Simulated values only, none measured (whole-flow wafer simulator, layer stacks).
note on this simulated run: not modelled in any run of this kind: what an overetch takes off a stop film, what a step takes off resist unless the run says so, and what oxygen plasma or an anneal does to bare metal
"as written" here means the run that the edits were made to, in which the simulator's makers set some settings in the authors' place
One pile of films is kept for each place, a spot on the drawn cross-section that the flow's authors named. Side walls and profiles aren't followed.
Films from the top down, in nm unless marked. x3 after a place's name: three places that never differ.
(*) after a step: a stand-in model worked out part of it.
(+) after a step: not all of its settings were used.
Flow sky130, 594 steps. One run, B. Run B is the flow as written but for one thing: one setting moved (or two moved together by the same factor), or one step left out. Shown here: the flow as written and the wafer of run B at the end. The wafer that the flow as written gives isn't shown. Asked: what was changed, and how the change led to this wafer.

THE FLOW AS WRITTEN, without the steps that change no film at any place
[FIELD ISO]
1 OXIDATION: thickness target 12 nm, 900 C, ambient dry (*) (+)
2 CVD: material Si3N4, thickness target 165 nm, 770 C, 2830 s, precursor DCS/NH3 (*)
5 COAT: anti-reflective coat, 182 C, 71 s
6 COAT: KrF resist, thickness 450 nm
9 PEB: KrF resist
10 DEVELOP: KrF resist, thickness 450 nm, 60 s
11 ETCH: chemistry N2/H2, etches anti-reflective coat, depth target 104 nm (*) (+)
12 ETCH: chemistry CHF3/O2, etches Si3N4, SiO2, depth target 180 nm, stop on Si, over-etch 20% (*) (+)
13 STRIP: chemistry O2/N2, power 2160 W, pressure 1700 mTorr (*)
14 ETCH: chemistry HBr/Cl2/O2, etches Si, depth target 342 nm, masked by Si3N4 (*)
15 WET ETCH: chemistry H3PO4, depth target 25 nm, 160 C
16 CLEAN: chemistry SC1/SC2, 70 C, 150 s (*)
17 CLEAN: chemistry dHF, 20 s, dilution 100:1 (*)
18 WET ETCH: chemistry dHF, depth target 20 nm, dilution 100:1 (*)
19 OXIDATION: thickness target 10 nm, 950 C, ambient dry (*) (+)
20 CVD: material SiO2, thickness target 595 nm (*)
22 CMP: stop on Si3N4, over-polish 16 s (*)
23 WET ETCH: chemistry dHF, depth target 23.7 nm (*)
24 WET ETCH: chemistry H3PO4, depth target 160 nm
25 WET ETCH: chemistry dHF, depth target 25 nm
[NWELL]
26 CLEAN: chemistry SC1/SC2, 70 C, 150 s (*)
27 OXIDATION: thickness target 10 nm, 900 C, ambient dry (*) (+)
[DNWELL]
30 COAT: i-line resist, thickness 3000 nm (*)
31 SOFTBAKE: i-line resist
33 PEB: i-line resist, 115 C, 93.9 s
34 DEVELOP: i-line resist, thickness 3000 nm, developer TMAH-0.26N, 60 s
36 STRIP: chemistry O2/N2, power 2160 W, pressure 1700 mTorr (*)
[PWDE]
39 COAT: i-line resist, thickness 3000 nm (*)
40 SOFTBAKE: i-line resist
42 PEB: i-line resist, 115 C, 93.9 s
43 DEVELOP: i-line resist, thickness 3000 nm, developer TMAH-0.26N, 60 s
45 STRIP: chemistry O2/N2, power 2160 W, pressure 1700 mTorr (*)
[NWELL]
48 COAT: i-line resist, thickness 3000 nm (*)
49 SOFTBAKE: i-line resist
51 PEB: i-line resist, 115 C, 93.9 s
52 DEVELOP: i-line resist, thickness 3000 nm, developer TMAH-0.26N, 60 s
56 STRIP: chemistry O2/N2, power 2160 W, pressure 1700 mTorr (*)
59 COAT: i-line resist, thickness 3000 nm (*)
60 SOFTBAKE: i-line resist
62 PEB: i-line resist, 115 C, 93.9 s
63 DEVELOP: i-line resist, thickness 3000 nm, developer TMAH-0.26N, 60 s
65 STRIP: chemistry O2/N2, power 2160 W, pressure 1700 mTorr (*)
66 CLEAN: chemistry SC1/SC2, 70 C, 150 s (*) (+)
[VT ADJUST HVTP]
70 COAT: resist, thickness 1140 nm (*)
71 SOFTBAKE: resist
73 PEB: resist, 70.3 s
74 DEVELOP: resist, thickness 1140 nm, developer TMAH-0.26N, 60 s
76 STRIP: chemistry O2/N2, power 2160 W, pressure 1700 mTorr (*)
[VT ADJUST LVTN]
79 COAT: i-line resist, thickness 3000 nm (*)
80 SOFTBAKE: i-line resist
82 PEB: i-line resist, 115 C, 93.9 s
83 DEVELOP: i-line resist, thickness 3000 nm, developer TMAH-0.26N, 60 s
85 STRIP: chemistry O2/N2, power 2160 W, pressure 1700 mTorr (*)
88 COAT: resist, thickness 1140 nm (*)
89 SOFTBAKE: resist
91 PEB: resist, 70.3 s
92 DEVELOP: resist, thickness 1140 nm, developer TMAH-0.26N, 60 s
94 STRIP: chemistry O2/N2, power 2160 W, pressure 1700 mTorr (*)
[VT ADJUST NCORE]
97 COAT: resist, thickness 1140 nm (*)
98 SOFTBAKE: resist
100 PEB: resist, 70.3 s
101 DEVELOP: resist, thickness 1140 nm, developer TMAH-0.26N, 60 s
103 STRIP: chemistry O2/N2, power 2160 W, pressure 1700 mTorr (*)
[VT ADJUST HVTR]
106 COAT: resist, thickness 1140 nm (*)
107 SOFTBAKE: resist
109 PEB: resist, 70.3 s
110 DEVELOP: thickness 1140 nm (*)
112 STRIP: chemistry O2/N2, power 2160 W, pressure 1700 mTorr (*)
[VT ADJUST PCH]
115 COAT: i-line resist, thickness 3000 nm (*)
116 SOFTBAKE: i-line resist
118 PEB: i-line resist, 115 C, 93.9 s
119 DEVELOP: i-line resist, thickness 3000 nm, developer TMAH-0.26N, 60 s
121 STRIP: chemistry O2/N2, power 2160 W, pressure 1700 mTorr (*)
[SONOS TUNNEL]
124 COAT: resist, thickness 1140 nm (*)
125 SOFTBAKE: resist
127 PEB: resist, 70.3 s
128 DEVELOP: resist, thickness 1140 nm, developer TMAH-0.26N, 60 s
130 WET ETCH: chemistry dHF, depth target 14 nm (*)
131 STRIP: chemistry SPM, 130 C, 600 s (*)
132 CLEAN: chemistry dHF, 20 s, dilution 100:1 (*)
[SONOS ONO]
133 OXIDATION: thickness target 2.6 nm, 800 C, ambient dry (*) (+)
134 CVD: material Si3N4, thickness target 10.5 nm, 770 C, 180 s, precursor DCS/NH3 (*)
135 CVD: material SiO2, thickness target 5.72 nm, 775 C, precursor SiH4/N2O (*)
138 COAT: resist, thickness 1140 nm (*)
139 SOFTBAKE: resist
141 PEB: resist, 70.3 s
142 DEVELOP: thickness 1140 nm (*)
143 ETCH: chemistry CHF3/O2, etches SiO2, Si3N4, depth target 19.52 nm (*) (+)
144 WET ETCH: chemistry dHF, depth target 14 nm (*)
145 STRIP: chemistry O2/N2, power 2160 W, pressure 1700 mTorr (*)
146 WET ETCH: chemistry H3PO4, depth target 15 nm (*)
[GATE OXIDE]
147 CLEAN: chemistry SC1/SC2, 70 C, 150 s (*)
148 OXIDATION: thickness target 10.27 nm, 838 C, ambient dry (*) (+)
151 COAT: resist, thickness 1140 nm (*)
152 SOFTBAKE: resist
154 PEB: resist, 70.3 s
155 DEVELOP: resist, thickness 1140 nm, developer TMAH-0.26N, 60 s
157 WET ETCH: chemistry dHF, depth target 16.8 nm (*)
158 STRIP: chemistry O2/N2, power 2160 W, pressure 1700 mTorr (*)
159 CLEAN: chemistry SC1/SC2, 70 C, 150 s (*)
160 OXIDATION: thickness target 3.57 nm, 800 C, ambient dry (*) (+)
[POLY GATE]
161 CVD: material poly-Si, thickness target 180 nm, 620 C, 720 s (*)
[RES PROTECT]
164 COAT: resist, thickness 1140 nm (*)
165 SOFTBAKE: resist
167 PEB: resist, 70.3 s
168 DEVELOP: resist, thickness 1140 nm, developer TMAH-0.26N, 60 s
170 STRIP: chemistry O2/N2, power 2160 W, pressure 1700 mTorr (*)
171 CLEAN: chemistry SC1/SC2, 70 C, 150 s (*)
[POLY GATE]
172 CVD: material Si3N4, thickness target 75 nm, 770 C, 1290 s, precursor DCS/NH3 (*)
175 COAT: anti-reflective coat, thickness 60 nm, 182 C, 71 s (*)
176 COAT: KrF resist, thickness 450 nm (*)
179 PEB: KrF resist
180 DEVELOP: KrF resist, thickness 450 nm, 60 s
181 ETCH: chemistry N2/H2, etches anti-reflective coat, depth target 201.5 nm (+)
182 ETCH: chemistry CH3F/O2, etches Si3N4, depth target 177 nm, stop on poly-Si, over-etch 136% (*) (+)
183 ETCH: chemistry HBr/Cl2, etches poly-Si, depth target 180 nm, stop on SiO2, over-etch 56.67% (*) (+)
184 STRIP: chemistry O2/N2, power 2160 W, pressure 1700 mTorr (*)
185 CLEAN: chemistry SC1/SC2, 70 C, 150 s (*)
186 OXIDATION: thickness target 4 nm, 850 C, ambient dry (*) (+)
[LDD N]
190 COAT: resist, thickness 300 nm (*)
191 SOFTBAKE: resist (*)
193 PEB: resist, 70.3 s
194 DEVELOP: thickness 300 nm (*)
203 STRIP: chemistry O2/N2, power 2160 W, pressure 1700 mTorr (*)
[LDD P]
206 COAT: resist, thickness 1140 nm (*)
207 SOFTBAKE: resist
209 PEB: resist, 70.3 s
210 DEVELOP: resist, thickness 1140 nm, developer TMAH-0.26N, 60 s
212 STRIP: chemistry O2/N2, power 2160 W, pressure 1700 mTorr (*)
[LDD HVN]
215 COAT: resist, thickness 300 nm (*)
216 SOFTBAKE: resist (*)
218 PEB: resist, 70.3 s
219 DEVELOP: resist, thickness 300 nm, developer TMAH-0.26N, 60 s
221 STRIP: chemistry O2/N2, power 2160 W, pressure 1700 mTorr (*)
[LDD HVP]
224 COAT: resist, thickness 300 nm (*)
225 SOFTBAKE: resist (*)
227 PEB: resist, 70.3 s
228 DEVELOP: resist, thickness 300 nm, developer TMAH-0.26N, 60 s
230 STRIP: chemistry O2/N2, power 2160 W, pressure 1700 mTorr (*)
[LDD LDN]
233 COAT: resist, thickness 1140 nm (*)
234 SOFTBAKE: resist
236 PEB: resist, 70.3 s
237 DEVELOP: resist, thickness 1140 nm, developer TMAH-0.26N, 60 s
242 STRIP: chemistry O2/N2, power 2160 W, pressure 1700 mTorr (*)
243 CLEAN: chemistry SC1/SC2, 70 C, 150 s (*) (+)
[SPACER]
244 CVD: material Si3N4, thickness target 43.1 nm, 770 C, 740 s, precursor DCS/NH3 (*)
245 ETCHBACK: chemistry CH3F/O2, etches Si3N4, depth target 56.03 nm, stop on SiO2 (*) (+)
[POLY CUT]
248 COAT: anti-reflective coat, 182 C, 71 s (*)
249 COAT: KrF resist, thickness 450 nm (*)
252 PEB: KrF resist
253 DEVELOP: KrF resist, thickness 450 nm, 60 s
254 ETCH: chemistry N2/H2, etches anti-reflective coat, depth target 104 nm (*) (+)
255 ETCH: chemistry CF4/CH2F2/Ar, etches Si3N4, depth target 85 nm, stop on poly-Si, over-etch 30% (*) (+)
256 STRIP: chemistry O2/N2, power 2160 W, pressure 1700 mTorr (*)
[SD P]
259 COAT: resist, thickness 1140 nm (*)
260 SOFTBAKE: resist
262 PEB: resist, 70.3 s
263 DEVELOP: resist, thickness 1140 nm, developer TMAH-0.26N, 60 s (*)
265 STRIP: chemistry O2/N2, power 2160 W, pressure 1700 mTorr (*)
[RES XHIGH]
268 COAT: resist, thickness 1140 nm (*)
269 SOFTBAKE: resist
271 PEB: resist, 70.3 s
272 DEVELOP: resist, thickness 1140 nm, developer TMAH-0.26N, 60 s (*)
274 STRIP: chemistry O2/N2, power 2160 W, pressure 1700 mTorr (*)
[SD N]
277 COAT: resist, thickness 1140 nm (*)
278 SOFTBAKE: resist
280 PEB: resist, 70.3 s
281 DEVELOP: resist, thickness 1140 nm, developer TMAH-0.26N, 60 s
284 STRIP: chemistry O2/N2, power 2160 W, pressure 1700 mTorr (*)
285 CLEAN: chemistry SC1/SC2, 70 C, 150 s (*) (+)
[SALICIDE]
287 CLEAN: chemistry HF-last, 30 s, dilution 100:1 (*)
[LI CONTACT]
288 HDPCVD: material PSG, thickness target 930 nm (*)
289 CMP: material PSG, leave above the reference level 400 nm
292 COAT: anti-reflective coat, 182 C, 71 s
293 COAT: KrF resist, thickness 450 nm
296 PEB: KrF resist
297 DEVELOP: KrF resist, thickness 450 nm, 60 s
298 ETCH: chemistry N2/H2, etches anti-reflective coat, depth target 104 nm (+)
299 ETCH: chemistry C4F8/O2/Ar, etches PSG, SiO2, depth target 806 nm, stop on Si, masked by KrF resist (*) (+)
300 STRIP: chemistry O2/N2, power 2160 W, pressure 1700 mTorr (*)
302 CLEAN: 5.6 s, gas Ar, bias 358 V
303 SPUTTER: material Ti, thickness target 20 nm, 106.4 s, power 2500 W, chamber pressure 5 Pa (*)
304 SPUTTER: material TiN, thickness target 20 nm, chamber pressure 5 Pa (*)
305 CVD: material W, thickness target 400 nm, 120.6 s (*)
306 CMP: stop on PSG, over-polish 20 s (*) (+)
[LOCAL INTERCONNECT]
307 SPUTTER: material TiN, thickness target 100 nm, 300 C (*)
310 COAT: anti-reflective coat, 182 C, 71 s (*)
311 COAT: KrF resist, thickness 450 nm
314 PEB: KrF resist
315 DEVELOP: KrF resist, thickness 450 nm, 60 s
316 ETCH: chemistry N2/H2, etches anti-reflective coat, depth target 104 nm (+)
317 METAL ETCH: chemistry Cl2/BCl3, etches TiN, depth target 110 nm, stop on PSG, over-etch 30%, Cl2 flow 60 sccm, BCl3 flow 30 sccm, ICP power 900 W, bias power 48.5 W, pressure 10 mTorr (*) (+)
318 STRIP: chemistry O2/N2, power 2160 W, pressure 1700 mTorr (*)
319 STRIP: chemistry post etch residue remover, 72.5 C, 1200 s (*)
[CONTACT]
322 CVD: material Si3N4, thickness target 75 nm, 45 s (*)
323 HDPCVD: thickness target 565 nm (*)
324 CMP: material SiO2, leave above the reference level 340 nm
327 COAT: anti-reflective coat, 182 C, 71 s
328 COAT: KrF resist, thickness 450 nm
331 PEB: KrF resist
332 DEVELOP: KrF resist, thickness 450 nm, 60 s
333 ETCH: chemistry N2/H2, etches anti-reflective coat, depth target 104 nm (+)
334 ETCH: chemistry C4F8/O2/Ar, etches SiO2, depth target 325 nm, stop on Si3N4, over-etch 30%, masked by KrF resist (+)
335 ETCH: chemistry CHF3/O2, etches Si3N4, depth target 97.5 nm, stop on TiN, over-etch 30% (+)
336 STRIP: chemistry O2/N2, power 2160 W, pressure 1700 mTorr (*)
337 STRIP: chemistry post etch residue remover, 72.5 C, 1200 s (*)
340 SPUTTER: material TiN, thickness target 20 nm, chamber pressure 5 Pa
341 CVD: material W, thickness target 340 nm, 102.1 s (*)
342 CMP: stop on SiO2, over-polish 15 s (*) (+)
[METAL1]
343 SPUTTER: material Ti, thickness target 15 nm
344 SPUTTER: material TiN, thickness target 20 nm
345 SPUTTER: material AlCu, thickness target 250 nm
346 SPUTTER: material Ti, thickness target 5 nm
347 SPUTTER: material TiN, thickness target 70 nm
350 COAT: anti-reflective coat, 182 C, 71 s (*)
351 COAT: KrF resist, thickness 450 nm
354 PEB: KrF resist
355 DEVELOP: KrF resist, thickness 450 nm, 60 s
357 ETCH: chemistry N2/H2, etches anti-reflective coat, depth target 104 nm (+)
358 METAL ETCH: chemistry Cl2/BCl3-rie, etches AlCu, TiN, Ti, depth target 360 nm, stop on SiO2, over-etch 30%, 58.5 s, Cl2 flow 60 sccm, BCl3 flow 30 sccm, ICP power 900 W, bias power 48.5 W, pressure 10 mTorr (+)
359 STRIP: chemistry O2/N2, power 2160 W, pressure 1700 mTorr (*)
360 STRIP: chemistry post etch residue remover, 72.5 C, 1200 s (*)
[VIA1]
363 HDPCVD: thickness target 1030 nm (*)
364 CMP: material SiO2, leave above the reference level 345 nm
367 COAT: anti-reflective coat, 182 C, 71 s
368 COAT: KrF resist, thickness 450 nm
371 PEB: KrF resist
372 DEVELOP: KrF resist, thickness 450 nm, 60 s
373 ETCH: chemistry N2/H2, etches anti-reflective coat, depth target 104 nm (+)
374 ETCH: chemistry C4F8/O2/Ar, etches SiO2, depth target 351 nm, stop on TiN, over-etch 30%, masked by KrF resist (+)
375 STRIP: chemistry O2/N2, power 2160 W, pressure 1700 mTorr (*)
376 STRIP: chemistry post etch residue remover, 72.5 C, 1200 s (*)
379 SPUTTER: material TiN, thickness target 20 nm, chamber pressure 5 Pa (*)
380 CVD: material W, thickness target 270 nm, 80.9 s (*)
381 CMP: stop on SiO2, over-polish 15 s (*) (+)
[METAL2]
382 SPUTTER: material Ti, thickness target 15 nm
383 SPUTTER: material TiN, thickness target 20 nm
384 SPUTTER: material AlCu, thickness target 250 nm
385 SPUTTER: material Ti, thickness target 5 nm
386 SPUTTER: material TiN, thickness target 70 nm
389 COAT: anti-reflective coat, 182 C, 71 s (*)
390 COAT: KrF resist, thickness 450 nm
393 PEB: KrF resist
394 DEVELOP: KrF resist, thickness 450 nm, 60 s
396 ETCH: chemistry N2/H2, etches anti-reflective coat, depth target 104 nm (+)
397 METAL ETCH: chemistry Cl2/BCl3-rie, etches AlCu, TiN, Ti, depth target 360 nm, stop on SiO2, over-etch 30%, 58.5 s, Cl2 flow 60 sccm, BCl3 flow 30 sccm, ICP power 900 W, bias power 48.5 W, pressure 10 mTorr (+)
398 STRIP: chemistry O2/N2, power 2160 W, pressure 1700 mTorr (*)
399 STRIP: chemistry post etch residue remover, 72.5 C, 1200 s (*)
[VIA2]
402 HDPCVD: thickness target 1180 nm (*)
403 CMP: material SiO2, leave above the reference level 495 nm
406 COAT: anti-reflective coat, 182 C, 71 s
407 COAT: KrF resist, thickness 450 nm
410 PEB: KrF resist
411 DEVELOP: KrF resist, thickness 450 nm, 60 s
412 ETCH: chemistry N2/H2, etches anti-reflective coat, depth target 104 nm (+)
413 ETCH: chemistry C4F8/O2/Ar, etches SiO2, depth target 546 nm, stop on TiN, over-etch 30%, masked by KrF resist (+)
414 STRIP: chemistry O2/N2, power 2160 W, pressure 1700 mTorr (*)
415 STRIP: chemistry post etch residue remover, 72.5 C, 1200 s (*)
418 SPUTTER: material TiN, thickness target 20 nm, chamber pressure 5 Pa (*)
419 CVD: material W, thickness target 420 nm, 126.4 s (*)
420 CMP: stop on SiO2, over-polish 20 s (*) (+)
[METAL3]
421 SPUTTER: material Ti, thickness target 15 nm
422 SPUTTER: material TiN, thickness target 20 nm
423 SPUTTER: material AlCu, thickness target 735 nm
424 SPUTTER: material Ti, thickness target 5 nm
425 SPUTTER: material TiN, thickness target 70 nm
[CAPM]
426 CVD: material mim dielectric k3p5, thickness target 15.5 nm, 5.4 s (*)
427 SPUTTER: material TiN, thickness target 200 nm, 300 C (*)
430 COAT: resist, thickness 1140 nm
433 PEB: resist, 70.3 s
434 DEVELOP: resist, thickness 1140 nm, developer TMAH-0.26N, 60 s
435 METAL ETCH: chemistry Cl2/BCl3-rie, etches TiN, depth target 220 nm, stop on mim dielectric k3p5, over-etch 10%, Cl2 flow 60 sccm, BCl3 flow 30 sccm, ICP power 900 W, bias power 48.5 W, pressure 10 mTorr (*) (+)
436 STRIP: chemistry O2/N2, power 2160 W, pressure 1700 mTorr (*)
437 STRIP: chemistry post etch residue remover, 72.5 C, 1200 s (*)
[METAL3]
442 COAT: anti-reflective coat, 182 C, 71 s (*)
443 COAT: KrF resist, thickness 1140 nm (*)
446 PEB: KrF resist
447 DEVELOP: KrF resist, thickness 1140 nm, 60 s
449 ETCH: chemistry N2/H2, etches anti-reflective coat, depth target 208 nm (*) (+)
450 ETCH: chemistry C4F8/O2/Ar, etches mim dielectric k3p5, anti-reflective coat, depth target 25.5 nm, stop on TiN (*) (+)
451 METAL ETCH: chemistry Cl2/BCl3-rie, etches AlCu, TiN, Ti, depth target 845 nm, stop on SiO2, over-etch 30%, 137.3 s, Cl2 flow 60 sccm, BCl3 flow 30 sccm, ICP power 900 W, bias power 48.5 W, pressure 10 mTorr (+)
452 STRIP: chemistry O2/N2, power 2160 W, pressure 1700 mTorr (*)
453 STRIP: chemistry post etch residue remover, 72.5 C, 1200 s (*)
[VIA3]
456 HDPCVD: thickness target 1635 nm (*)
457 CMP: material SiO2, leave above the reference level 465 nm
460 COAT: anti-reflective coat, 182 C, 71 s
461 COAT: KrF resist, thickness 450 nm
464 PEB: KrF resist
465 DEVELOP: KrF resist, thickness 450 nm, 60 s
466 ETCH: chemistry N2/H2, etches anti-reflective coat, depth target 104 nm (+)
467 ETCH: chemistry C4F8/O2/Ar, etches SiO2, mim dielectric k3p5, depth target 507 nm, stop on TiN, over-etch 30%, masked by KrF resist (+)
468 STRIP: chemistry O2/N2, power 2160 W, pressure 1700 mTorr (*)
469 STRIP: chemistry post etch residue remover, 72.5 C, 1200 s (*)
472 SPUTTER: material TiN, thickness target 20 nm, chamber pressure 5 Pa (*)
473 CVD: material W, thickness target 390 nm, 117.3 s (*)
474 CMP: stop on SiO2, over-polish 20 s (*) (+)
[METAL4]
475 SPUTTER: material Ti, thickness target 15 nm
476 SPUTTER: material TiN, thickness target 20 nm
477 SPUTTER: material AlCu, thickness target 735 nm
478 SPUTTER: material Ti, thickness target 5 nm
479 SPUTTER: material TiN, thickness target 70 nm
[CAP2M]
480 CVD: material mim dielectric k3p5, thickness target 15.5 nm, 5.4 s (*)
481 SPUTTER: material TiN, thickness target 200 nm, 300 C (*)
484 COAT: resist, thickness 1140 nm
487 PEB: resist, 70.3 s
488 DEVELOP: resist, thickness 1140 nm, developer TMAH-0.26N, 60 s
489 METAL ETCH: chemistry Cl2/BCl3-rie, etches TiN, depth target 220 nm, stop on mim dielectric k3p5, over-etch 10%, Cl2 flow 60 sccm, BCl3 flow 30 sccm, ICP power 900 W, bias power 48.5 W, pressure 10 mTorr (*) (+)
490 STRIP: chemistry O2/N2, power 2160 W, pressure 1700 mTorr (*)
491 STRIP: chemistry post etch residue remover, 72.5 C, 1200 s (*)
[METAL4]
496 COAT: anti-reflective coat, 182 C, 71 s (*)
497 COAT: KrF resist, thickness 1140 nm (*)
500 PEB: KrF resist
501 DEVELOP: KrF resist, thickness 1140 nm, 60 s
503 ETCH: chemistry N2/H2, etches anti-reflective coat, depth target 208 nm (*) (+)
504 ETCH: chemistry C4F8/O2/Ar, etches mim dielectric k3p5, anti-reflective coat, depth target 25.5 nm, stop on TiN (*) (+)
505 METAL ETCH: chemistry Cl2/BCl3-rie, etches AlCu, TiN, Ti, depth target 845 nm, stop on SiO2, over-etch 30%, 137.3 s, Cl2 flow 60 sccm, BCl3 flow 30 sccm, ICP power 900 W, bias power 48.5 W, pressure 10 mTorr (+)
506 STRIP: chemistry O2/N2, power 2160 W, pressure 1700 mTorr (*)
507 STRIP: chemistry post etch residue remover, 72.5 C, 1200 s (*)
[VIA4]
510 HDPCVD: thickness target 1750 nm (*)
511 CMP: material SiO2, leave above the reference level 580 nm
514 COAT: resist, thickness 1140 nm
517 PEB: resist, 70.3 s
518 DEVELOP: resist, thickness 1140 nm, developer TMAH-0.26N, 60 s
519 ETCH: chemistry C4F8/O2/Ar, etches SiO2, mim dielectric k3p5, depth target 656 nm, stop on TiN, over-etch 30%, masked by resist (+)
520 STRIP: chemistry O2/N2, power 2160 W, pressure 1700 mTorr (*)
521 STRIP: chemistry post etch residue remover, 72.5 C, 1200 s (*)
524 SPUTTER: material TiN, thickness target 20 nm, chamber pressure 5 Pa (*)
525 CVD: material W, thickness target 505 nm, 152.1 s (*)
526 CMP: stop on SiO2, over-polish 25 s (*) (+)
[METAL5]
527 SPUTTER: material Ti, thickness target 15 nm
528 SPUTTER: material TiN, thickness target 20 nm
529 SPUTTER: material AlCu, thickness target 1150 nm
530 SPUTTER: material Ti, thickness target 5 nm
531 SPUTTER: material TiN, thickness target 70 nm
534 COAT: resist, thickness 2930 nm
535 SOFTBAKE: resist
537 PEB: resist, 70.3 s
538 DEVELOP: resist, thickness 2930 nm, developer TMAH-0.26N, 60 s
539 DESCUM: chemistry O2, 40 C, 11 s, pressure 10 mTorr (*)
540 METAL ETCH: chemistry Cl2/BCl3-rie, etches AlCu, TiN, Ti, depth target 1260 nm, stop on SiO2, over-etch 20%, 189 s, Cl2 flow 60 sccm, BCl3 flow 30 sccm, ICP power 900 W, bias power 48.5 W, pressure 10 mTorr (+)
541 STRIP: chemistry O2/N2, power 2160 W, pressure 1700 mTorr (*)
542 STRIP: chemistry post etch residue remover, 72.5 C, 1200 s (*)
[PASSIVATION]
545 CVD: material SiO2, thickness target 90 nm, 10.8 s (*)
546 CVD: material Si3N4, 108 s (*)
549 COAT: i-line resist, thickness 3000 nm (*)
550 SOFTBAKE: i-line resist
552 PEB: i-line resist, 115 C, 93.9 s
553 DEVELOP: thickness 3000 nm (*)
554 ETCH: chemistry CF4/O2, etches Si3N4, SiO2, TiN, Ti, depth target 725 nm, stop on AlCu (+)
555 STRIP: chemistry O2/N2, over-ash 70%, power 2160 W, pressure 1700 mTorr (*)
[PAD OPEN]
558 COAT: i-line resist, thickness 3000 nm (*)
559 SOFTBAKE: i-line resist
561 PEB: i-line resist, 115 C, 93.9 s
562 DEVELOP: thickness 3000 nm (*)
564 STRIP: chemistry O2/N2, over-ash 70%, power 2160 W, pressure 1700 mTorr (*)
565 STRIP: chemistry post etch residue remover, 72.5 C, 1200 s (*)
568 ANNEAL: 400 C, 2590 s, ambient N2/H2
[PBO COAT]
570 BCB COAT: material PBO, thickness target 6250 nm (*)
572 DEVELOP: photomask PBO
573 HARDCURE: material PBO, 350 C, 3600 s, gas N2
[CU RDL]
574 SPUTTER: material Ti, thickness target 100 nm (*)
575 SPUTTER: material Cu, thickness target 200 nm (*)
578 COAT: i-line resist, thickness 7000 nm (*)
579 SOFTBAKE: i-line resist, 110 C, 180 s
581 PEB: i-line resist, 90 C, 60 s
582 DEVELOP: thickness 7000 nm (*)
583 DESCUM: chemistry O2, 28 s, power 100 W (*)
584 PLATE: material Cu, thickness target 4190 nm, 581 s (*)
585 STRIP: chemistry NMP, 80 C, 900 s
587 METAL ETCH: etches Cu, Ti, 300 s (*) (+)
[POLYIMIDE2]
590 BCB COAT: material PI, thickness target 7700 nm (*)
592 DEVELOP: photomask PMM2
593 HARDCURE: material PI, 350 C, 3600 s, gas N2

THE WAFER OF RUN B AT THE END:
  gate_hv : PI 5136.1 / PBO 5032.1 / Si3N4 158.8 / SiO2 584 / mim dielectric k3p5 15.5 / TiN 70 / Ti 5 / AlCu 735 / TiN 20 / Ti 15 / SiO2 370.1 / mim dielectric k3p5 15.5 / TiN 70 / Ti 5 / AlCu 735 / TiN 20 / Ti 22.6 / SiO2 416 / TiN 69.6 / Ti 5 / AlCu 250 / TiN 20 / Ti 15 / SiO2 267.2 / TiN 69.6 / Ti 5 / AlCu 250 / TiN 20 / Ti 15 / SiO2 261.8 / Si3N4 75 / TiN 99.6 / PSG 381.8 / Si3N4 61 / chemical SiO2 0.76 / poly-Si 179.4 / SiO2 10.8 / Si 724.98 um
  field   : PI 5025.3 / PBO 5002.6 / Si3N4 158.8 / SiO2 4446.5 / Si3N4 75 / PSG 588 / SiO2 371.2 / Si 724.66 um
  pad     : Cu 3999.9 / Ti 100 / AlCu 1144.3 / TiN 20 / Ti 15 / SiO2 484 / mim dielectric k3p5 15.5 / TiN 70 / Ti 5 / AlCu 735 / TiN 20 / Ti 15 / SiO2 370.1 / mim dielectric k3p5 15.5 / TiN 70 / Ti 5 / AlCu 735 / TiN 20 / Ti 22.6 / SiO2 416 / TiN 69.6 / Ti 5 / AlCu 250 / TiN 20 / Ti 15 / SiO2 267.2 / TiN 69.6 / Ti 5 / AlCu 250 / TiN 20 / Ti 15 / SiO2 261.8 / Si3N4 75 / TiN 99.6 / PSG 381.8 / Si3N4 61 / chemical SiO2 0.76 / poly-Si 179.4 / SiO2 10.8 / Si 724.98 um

The cause: step 421, SPUTTER: thickness target 22.6 nm was run, where the flow has thickness target 15 nm.
It can be read off the wafer: gate_hv has Ti 22.6, and step 421 as written asks for 15 nm.

How the change led to this, step by step:
  421 SPUTTER: material Ti, thickness target 15 nm
      field, active, n_well and 188 more: Ti +22.6 (new film) (as written it would be: Ti +15 (new film))
  451 METAL ETCH: chemistry Cl2/BCl3-rie, etches AlCu, TiN, Ti, depth target 845 nm, stop on SiO2, over-etch 30%, 137.3 s, Cl2 flow 60 sccm, BCl3 flow 30 sccm, ICP power 900 W, bias power 48.5 W, pressure 10 mTorr (+)
      field, gate, spacer and 68 more: TiN -70 (all of it), Ti -5 (all of it), AlCu -735 (all of it), TiN -20 (all of it), Ti -22.6 (all of it), SiO2 -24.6 (as written it would be: TiN -70 (all of it), Ti -5 (all of it), AlCu -735 (all of it), TiN -20 (all of it), Ti -15 (all of it), SiO2 -25.4)
      active, vpp_ln, vpp_iso2 and 11 more: TiN -70 (all of it), Ti -5 (all of it), AlCu -735 (all of it), TiN -20 (all of it), Ti -22.6 (all of it), SiO2 -24.6 (as written it would be: TiN -70 (all of it), Ti -5 (all of it), AlCu -735 (all of it), TiN -20 (all of it), Ti -15 (all of it), SiO2 -25.3)
